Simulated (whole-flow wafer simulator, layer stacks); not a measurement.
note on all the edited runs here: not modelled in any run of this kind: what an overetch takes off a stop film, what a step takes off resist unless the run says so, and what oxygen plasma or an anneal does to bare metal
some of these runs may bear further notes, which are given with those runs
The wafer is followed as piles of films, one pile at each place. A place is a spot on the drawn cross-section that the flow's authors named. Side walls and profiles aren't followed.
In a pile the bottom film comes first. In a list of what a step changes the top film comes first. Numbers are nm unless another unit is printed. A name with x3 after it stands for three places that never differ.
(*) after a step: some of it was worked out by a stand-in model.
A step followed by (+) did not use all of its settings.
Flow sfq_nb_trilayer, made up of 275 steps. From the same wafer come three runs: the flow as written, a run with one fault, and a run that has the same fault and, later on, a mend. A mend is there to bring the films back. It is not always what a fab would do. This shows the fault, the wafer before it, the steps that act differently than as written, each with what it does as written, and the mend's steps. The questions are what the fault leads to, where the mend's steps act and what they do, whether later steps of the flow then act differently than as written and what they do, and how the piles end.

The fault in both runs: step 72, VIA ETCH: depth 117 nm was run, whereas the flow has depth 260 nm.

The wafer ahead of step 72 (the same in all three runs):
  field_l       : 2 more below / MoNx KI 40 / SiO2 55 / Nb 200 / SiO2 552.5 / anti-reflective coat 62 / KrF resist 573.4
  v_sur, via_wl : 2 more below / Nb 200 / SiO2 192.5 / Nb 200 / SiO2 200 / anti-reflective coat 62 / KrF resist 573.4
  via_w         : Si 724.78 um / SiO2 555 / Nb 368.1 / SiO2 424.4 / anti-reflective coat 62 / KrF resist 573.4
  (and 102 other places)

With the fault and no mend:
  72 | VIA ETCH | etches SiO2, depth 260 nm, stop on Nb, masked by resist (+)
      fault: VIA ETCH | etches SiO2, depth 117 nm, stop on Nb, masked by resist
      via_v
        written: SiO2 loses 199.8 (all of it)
        fault: SiO2 loses 117
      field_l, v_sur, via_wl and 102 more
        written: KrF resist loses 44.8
        fault: KrF resist loses 20.2
  Later steps of the flow acting differently than as written (3 other steps are not shown; they differ only slightly, by no more than 2% or 0.5 nm, whichever is larger):
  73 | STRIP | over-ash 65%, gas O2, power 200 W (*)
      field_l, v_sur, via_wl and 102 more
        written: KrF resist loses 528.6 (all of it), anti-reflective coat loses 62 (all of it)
        fault: KrF resist loses 553.3 (all of it), anti-reflective coat loses 62 (all of it)
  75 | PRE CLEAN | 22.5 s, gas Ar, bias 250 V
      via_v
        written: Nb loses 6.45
        fault: SiO2 loses 7.5
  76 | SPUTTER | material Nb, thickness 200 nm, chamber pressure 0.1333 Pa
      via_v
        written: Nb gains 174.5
        fault: Nb gains 190.8 (new film)
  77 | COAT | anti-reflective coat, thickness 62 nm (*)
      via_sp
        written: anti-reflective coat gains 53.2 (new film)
        fault: anti-reflective coat gains 54.9 (new film)
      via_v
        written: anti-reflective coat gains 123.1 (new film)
        fault: anti-reflective coat gains 104.7 (new film)
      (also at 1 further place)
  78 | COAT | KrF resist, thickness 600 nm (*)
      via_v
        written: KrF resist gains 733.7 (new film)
        fault: KrF resist gains 667.3 (new film)
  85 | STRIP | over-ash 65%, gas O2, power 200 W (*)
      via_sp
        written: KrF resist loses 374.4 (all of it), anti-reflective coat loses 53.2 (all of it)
        fault: KrF resist loses 379.8 (all of it), anti-reflective coat loses 54.9 (all of it)
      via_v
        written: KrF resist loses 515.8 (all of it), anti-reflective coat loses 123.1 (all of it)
        fault: KrF resist loses 449.5 (all of it), anti-reflective coat loses 104.7 (all of it)
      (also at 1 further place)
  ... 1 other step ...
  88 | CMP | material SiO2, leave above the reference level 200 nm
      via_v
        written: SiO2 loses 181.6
        fault: SiO2 loses 173.7
  At via_v, the piles at the end differ from the flow's by more than 2% or 0.5 nm, whichever is larger.
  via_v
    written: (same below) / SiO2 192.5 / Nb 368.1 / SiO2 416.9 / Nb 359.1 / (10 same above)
    fault: (same below) / SiO2 192.5 / Nb 200 / SiO2 75.3 / Nb 190.8 / SiO2 318.8 / Nb 359.1 / (10 same above)

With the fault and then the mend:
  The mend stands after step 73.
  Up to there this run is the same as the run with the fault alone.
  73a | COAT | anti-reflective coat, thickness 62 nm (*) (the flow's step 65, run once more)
      p4_fl x3, p4_w1 x9, p4_g1 x2 and 63 more
        anti-reflective coat gains 62 (new film)
      ce_r, sp_r, be_r and 12 more
        anti-reflective coat gains 61.9 (new film)
      field_l, v_sur, gap, jj_sur, ce_l, c5j
        anti-reflective coat gains 61.8 (new film)
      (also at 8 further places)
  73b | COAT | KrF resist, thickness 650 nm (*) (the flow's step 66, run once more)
      p4_fl x3, p4_w1 x9, p4_g1 x2 and 63 more
        KrF resist gains 650 (new film)
      moat, field_r, lsp_l, ln_m5, lsp_m
        KrF resist gains 649.7 (new film)
      ln_m6, lsp_r, l0_sur, l0v
        KrF resist gains 649.8 (new film)
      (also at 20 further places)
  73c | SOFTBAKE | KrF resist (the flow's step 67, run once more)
      alters no film at any place that is followed
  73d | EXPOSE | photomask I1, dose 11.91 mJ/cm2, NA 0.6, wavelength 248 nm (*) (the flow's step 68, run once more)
      alters no film at any place that is followed
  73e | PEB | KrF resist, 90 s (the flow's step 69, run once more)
      via_sp, wire, ce_l and 93 more
        KrF resist loses 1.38
      field_l, v_sur, via_wl and 6 more
        KrF resist loses 1.37
      via_v
        KrF resist loses 1.52
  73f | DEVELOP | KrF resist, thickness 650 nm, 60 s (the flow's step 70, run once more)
      field_l, v_sur, via_wl and 102 more
        KrF resist loses 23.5
      via_v
        KrF resist loses 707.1 (all of it)
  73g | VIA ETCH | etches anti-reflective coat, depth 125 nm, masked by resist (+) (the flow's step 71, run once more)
      field_l, v_sur, via_wl and 102 more
        KrF resist loses 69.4
      via_v
        anti-reflective coat loses 105 (all of it), SiO2 loses 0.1
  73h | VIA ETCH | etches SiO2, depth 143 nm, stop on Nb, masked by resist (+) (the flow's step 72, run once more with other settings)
      field_l, v_sur, via_wl and 102 more
        KrF resist loses 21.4
      via_v
        SiO2 loses 82.7 (all of it)
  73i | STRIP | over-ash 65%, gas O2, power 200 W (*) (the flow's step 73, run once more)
      p4_fl x3, p4_w1 x9, p4_g1 x2 and 63 more
        KrF resist loses 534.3 (all of it), anti-reflective coat loses 62 (all of it)
      field_r, lsp_l, ln_m5, lsp_m, ln_m6, lsp_r, l0_sur, l0v
        KrF resist loses 534 (all of it), anti-reflective coat loses 61.9 (all of it)
      res, r_end, moat
        KrF resist loses 533.9 (all of it), anti-reflective coat loses 61.9 (all of it)
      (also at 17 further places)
  Every later step of the flow that is run acts as written, at every place that is followed, to within 2% or 0.5 nm, whichever is larger.
  The piles end only slightly different from the flow's at the places that both follow, by no more than 2% or 0.5 nm, whichever is larger.
